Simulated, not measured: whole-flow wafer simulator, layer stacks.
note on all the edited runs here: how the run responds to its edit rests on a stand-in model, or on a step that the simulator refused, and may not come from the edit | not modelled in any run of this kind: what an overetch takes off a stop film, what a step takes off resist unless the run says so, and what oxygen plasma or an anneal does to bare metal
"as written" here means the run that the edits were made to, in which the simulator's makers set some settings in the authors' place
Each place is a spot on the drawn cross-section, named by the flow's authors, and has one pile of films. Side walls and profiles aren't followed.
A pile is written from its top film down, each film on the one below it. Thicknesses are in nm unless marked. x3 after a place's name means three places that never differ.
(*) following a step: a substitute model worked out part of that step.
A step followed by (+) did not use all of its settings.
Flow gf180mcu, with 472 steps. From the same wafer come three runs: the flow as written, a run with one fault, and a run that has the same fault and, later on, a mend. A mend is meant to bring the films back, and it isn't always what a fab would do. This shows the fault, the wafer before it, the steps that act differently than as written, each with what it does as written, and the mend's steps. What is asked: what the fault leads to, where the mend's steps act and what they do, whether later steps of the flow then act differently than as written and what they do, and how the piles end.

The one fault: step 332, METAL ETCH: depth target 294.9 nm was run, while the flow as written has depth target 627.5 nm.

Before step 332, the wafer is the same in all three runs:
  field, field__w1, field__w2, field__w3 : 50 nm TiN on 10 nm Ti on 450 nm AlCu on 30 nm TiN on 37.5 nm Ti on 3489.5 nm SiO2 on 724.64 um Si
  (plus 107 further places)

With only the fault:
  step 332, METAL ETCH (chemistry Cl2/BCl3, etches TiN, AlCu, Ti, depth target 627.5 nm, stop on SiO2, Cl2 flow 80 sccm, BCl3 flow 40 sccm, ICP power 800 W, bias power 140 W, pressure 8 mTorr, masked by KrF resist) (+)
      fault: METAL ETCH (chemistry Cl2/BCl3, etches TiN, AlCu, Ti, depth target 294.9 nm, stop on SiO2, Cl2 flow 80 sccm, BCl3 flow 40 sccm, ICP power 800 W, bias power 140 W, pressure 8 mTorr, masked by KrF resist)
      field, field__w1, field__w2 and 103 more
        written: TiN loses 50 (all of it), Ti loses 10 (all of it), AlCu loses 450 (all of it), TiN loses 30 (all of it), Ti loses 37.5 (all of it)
        fault: TiN loses 50 (all of it), Ti loses 10 (all of it), AlCu loses 234.9
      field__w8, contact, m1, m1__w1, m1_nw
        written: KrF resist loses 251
        fault: KrF resist loses 118
  Steps further on in the flow that do not act as written:
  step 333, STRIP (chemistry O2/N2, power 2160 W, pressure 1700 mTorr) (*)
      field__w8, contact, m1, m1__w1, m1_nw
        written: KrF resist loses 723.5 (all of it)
        fault: KrF resist loses 856.6 (all of it)
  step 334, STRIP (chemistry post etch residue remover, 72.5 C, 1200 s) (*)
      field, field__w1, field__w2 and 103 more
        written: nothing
        fault: AlCu loses 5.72
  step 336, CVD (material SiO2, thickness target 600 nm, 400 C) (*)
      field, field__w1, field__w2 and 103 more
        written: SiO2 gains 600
        fault: SiO2 gains 600 (new film)
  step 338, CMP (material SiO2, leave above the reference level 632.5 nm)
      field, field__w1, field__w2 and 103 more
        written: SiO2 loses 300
        fault: SiO2 loses 576.9
  By the end, the piles at field, field__w1, field__w2 and 104 more depart from the flow's by more than 2% or 0.5 nm, whichever is larger.
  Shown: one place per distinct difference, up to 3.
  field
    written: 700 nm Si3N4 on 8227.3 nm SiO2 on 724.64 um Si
    fault: 700 nm Si3N4 on 4460.9 nm SiO2 on 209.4 nm AlCu on 30 nm TiN on 37.5 nm Ti on 3489.5 nm SiO2 on 724.64 um Si
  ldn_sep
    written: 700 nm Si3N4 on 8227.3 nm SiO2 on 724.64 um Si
    fault: 700 nm Si3N4 on 4460.9 nm SiO2 on 209.4 nm AlCu on 30 nm TiN on 37.5 nm Ti on 3489.4 nm SiO2 on 724.64 um Si
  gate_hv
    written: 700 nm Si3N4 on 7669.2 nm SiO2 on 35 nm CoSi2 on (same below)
    fault: 700 nm Si3N4 on 4460.9 nm SiO2 on 209.4 nm AlCu on 30 nm TiN on 37.5 nm Ti on 2931.3 nm SiO2 on 35 nm CoSi2 on (same below)

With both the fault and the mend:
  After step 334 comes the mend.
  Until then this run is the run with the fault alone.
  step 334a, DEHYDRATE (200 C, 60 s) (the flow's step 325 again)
      leaves every film unchanged at each place that is followed
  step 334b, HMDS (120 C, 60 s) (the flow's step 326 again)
      leaves every film unchanged at each place that is followed
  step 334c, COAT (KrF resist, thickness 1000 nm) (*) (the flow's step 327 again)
      iso_ptap_pw, iso_ntap_nw, iso_nw_fld and 33 more
        KrF resist gains 1000 (new film)
      field__w5, field__w9, field__w10 and 15 more
        KrF resist gains 1002 (new film)
      field__w6, field_sub__w2, field_sub__w4 and 15 more
        KrF resist gains 1001.9 (new film)
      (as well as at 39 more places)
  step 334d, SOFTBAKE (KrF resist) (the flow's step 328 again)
      leaves every film unchanged at each place that is followed
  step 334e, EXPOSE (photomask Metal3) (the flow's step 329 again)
      leaves every film unchanged at each place that is followed
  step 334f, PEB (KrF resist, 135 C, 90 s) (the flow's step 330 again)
      field__w1, field__w2, field__w3 and 58 more
        KrF resist loses 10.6
      iso_ptap_pw, iso_ntap_nw, iso_nw_fld and 33 more
        KrF resist loses 10.5
      sd_p, gate_p, nw_sep_fld, polyc_n
        KrF resist loses 10.7
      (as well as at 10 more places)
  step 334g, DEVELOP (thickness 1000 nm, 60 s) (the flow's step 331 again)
      iso_ptap_pw, iso_ntap_nw, iso_nw_fld and 33 more
        KrF resist loses 989.5 (all of it)
      field_sub__w2, field_sub__w4, ld_sd_n and 12 more
        KrF resist loses 991.3 (all of it)
      field__w5, field__w6, field__w9 and 9 more
        KrF resist loses 991.4 (all of it)
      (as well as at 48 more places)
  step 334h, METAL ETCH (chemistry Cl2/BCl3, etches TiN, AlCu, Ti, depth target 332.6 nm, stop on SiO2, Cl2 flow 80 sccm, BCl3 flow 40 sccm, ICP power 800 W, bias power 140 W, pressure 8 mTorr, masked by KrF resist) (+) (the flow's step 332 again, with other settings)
      field, field__w1, field__w2 and 103 more
        AlCu loses 209.4 (all of it), TiN loses 30 (all of it), Ti loses 37.5 (all of it)
      field__w8, contact, m1, m1__w1, m1_nw
        KrF resist loses 133
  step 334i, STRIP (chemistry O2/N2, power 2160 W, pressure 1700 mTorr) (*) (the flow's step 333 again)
      field__w8
        KrF resist loses 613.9 (all of it)
      contact
        KrF resist loses 612.2 (all of it)
      m1
        KrF resist loses 613.8 (all of it)
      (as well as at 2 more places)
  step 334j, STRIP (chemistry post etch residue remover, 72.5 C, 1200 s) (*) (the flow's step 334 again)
      field__w8, contact, m1, m1__w1, m1_nw
        TiN loses 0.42
  Later steps of the flow that are run all act as written at every place that is followed, up to a difference of at most 2% or 0.5 nm, whichever is larger.
  When the end is reached, the piles differ only a little from the flow's at the places that both follow, at most by 2% or 0.5 nm, whichever is larger.
